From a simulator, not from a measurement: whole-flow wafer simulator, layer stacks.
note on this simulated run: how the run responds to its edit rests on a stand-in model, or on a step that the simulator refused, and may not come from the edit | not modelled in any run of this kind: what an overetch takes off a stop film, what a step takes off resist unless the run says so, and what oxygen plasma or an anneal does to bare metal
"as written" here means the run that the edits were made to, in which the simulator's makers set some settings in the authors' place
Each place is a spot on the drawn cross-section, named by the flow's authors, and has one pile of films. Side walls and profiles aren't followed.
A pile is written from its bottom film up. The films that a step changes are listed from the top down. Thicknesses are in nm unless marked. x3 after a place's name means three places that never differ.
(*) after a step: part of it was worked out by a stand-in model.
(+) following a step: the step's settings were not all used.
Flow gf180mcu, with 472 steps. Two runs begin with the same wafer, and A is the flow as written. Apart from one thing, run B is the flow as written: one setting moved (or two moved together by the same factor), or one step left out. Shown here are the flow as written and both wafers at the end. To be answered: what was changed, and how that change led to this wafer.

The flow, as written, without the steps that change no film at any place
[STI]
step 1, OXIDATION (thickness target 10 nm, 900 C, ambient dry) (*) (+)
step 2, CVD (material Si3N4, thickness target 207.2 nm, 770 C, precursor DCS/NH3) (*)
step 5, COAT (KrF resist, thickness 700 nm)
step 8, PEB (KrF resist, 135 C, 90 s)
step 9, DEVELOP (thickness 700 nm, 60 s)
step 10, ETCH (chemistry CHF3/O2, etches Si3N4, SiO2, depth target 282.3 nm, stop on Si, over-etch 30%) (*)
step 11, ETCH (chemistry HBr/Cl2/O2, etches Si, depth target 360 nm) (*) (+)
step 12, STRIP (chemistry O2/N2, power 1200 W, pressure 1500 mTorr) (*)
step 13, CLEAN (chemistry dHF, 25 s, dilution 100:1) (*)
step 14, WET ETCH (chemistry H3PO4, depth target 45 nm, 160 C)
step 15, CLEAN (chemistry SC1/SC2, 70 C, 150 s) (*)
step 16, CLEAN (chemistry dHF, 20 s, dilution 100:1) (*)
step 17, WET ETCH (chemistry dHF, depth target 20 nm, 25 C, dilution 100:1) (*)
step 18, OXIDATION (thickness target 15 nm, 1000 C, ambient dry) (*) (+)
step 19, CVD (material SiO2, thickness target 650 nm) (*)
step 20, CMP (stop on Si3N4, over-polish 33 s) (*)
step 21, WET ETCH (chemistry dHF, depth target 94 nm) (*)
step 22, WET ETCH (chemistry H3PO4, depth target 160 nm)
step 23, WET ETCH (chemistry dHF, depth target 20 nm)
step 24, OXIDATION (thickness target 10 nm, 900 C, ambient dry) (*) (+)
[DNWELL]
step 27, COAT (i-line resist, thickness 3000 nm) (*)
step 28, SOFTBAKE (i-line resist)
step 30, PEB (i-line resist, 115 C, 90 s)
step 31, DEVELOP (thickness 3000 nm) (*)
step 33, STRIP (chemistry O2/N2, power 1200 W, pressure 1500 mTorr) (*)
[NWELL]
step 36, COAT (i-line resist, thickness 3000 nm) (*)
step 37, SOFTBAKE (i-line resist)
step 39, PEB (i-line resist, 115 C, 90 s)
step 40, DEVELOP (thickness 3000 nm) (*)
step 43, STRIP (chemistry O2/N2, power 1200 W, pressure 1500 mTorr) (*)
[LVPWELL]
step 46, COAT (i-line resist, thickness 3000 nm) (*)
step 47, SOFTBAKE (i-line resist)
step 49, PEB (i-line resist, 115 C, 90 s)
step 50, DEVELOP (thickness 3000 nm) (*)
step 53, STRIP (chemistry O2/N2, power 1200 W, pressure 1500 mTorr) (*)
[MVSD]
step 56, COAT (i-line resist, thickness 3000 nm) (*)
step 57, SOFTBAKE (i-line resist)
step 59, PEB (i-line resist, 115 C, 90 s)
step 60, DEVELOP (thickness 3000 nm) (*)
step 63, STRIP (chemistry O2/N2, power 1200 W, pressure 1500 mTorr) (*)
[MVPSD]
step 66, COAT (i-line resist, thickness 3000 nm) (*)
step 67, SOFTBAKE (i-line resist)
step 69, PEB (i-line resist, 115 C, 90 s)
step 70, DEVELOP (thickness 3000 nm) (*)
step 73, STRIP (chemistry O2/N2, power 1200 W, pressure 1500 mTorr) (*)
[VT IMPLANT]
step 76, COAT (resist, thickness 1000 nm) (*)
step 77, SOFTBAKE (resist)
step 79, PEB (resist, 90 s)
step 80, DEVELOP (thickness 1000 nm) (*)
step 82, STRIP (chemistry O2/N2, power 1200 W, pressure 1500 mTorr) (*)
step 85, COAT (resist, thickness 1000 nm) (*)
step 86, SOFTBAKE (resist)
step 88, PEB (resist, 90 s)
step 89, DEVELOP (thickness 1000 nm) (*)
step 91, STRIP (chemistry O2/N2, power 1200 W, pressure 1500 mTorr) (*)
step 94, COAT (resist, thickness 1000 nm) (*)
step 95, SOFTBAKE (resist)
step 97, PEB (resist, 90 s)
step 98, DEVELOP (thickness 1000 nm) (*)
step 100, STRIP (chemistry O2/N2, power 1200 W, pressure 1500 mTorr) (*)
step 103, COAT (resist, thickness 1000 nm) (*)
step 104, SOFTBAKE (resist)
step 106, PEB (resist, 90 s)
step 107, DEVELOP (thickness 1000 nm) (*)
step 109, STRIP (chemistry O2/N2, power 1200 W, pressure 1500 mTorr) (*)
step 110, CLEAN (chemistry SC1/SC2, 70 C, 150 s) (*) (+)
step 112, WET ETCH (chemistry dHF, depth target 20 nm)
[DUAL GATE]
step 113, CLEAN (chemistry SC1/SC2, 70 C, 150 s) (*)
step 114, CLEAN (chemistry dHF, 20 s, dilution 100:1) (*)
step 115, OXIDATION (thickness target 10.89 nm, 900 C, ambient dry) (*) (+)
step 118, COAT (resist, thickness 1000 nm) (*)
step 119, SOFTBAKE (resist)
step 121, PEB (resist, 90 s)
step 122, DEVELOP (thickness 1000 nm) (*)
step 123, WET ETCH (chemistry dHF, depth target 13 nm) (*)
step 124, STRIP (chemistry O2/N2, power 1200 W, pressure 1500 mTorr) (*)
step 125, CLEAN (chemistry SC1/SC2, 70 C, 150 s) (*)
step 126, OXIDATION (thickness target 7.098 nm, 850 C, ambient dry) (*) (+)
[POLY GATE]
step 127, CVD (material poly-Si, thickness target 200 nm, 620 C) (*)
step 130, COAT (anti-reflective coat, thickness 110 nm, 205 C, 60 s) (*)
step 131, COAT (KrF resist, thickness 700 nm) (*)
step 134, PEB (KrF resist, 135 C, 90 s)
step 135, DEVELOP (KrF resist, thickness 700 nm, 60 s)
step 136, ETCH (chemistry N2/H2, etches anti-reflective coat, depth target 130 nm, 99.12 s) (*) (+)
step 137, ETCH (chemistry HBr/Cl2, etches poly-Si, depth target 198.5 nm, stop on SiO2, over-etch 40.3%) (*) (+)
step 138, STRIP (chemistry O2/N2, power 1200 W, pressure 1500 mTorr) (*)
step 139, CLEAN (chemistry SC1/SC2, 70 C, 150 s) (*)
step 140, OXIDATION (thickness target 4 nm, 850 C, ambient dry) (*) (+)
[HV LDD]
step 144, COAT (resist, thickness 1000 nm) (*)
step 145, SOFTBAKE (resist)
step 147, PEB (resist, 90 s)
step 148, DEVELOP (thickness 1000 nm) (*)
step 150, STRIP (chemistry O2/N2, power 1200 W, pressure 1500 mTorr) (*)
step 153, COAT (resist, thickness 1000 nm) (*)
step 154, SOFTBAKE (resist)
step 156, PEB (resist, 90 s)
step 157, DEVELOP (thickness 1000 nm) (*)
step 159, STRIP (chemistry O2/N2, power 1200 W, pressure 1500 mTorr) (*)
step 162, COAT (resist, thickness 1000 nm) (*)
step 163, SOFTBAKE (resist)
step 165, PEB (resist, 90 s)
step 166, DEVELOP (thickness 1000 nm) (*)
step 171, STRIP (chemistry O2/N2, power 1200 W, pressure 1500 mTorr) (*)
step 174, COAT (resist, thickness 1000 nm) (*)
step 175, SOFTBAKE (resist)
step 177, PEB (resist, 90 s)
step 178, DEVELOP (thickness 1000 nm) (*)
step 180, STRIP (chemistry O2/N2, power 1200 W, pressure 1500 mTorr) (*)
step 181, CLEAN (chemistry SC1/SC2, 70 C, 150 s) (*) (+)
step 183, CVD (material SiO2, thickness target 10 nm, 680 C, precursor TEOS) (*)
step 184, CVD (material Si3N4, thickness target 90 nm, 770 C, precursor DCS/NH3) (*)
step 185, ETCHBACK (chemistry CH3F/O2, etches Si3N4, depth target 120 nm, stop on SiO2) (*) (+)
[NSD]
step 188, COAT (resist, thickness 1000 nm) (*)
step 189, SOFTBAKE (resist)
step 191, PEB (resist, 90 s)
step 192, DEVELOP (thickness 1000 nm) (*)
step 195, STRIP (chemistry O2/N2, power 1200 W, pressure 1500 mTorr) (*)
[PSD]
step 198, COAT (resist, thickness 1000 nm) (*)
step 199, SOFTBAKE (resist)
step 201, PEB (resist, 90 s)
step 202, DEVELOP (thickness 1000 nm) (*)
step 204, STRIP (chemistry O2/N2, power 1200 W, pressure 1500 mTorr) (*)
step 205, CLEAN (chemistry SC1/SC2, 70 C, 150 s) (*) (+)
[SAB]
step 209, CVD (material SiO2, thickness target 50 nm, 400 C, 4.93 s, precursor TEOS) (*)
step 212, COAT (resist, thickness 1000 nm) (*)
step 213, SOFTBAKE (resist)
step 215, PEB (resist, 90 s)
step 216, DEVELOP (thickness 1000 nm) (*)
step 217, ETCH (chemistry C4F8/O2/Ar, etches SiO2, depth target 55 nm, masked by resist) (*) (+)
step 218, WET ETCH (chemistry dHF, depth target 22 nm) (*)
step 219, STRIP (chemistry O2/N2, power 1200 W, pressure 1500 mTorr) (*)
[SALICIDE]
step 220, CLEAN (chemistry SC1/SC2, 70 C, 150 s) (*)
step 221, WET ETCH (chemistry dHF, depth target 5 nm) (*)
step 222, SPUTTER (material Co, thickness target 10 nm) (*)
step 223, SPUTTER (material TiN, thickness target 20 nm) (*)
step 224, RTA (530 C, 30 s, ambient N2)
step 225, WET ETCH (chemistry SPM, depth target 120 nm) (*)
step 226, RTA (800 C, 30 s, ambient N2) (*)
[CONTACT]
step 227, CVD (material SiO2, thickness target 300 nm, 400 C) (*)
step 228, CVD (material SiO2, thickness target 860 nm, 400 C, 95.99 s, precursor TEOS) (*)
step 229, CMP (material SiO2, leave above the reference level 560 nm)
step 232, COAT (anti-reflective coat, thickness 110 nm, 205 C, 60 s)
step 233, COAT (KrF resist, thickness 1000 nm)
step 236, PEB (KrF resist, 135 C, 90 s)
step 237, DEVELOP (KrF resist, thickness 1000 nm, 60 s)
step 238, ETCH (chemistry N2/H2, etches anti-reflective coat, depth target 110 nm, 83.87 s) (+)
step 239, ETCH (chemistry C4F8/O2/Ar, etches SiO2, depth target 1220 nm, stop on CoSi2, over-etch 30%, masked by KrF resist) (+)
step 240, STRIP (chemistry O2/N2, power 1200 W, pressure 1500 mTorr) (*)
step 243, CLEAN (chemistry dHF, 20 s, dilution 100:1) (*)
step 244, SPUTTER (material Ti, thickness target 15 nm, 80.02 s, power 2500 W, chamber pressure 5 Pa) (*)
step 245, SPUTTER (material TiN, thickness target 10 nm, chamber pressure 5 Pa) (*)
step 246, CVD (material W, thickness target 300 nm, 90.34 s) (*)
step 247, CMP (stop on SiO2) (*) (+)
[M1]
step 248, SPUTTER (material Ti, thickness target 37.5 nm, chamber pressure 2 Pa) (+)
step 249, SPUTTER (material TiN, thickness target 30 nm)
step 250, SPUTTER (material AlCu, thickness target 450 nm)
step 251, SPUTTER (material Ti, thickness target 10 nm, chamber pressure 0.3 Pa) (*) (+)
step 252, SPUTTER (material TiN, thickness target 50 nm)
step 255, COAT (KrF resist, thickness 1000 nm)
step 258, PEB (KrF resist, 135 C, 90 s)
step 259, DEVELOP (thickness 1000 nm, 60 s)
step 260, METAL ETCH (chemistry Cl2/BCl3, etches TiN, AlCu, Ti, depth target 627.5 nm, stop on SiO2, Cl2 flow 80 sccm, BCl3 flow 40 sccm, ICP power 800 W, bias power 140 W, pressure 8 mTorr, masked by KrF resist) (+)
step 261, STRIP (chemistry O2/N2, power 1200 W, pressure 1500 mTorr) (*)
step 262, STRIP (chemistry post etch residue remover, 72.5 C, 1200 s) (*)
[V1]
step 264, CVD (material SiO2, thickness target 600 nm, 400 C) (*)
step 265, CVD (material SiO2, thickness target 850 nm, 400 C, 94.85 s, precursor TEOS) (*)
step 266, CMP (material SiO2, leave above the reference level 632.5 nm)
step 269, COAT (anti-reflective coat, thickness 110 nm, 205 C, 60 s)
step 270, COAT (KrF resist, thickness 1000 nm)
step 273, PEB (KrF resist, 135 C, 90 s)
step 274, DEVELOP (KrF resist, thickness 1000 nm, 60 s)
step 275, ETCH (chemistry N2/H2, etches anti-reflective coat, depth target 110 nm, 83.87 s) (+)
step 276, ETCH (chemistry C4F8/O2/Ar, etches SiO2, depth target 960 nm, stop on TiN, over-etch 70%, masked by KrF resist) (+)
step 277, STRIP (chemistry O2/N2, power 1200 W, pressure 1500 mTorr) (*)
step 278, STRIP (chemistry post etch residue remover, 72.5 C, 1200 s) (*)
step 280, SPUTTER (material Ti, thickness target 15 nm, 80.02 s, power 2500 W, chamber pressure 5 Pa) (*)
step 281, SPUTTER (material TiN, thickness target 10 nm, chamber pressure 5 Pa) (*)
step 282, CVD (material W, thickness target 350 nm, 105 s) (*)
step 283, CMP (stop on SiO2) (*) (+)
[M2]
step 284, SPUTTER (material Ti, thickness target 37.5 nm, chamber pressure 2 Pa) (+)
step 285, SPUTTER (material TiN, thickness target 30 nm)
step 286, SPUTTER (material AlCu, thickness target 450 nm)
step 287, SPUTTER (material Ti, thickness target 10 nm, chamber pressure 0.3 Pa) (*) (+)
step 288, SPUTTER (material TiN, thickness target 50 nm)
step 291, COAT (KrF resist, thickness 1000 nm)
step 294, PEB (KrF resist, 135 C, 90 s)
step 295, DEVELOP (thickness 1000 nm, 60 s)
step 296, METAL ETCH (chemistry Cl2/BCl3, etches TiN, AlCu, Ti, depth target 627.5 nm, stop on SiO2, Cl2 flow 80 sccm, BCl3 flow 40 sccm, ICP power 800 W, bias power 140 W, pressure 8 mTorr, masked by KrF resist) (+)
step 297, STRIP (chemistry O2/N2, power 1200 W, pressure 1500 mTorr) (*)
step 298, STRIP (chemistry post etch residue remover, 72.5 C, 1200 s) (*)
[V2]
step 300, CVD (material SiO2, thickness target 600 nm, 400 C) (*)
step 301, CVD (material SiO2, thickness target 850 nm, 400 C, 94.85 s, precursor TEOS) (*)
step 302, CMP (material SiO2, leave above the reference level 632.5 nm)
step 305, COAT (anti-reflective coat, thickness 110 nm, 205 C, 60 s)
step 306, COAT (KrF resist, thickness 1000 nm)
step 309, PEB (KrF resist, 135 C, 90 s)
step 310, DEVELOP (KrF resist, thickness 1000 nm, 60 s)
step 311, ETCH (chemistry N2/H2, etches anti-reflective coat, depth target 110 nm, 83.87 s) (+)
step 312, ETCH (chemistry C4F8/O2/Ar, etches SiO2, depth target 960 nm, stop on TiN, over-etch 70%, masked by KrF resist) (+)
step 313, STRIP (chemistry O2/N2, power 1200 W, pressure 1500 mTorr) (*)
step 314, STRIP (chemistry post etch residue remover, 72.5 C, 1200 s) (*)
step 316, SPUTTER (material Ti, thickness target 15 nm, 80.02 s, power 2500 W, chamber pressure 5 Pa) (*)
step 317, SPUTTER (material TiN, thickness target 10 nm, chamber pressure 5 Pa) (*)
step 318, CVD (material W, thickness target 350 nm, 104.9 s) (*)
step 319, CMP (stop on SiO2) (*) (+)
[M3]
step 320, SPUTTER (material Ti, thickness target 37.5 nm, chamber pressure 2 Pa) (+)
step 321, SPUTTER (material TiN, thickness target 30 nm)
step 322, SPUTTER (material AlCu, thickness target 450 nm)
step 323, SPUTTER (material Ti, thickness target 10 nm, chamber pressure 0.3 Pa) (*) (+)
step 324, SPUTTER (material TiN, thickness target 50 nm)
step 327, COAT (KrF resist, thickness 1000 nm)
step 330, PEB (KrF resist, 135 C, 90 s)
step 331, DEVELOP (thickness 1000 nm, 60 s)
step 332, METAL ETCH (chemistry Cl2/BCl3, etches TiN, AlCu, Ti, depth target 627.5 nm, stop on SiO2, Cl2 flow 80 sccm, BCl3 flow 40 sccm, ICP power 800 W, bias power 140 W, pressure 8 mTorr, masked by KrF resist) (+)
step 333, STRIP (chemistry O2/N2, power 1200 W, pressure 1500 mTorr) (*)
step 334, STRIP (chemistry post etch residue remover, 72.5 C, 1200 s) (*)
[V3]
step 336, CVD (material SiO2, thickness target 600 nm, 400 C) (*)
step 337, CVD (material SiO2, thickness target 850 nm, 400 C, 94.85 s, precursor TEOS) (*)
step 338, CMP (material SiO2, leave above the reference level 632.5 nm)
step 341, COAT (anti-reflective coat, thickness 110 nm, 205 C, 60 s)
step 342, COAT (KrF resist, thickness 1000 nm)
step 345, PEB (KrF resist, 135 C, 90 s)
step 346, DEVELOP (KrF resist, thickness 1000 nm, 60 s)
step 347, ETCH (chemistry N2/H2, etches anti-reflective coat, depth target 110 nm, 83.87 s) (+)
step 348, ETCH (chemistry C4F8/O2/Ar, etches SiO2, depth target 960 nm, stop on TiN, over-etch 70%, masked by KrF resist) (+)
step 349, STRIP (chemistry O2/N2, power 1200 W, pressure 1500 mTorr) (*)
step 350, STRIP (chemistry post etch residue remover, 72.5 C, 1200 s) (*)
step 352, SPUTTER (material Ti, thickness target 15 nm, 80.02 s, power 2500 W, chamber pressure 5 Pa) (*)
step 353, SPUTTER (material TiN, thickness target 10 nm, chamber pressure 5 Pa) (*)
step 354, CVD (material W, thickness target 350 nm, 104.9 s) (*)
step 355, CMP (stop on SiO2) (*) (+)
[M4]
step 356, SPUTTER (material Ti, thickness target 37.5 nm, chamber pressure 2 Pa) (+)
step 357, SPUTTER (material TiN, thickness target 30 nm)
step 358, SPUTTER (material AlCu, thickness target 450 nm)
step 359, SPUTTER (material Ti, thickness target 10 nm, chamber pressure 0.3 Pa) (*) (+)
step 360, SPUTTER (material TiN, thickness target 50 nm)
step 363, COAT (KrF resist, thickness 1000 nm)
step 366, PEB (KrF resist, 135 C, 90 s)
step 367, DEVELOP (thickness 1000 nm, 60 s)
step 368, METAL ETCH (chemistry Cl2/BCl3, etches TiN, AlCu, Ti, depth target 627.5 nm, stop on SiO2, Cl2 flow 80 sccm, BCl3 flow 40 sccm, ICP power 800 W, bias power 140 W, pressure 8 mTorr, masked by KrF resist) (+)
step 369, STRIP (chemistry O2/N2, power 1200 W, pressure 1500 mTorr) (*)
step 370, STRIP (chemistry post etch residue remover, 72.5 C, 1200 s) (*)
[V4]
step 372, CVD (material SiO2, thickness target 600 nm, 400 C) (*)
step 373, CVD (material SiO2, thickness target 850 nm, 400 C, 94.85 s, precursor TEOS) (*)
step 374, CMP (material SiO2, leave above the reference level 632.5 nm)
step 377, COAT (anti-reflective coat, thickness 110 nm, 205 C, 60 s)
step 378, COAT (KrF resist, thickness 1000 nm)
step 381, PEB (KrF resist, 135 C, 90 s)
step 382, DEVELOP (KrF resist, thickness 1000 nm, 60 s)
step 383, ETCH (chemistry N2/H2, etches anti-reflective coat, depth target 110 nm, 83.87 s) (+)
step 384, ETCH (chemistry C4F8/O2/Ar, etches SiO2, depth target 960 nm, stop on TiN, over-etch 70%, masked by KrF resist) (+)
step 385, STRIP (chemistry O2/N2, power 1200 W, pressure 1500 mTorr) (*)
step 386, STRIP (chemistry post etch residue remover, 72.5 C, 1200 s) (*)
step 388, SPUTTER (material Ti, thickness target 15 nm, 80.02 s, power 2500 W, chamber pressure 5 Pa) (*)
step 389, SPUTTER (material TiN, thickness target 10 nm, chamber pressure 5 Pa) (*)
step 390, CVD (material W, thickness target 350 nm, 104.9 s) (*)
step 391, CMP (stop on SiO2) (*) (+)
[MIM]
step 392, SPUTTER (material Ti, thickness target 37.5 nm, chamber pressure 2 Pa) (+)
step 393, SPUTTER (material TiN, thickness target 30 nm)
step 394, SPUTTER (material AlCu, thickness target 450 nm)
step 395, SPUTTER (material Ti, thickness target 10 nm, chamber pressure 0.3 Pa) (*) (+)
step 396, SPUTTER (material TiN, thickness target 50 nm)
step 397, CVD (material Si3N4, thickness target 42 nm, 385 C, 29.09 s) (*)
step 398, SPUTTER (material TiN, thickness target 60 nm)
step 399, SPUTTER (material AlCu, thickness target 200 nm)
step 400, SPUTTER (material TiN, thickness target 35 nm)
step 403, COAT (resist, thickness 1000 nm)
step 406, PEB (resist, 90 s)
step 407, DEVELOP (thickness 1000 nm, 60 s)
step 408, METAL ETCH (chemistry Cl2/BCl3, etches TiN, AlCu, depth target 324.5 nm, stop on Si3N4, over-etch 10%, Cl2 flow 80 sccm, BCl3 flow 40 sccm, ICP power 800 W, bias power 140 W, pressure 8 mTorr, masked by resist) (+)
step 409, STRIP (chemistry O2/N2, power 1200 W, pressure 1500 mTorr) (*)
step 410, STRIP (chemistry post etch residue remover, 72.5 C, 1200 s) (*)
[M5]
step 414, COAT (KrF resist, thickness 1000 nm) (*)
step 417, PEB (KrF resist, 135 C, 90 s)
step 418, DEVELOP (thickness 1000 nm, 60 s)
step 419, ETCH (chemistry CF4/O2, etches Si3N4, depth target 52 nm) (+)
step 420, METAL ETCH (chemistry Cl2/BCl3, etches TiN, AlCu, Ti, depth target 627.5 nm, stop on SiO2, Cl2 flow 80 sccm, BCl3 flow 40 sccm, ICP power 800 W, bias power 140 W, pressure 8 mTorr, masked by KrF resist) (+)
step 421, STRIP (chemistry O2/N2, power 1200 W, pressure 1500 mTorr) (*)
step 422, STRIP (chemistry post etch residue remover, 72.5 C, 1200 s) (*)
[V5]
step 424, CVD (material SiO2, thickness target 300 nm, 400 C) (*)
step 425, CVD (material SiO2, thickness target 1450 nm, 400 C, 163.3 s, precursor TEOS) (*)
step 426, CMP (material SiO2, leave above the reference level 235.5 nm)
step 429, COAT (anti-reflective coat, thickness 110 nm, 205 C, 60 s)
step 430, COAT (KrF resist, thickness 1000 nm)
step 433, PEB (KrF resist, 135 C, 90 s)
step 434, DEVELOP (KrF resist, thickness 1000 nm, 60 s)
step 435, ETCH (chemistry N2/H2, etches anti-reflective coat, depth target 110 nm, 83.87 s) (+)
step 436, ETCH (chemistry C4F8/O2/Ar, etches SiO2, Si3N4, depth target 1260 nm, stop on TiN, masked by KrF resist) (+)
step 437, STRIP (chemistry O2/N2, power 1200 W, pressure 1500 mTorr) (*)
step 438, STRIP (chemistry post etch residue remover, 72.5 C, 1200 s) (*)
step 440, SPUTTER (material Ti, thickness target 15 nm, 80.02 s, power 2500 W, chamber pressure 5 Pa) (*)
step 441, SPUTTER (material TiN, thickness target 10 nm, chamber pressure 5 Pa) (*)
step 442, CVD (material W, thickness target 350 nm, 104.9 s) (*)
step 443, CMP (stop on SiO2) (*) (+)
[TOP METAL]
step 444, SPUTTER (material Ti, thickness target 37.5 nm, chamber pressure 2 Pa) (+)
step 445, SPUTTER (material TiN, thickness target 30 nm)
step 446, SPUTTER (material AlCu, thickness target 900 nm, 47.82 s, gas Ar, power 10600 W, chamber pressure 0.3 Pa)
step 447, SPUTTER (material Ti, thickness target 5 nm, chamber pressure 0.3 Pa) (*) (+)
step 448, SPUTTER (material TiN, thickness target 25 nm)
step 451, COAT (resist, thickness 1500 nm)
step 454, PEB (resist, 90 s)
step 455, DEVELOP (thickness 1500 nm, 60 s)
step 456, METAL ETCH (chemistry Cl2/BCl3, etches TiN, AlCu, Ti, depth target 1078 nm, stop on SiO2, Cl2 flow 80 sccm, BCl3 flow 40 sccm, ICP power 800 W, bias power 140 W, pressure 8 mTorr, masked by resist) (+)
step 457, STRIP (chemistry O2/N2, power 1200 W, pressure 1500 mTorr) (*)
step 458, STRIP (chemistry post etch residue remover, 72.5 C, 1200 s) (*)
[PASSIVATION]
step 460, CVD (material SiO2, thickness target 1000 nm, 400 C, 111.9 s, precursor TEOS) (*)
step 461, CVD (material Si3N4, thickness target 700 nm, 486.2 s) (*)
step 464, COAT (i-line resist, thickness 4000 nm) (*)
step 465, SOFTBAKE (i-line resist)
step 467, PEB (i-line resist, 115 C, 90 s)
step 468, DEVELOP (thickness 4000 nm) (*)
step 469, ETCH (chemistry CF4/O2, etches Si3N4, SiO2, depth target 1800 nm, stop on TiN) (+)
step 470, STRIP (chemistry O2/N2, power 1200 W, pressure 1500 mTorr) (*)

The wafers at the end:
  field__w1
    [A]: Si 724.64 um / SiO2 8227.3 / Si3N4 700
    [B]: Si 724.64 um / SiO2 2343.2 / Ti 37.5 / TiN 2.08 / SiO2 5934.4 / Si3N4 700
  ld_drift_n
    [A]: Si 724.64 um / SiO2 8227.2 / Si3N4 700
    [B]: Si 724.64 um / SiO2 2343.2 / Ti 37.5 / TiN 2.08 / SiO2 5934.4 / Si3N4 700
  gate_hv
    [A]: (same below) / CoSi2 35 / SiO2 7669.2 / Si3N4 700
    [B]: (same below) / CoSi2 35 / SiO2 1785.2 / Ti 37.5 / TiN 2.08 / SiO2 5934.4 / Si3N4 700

What caused this: step 286, SPUTTER: thickness target 540 nm was run, while the flow as written has thickness target 450 nm.

How this came from the change, step by step:
  step 286, SPUTTER (material AlCu, thickness target 450 nm)
      field, field__w1, field__w2 and 108 more: A AlCu gains 450 (new film) | B AlCu gains 540 (new film)
  step 296, METAL ETCH (chemistry Cl2/BCl3, etches TiN, AlCu, Ti, depth target 627.5 nm, stop on SiO2, Cl2 flow 80 sccm, BCl3 flow 40 sccm, ICP power 800 W, bias power 140 W, pressure 8 mTorr, masked by KrF resist) (+)
      field, field__w1, field__w2 and 103 more: A TiN loses 50 (all of it), Ti loses 10 (all of it), AlCu loses 450 (all of it), TiN loses 30 (all of it), Ti loses 37.5 (all of it) | B TiN loses 50 (all of it), Ti loses 10 (all of it), AlCu loses 540 (all of it), TiN loses 27.5
  step 300, CVD (material SiO2, thickness target 600 nm, 400 C) (*)
      field, field__w1, field__w2 and 103 more: A SiO2 gains 600 | B SiO2 gains 600 (new film)
  step 302, CMP (material SiO2, leave above the reference level 632.5 nm)
      field, field__w1, field__w2 and 103 more: A SiO2 loses 300 | B SiO2 loses 249.6
If metal films that touch count as one body, field__w1 has 1 body; the flow as written gives 0 bodies.
If metal films that touch count as one body, ld_drift_n has 1 body; the flow as written gives 0 bodies.
If metal films that touch count as one body, gate_hv has 2 bodies (between them, from the top down: SiO2 1785.2); the flow as written gives 1 body.
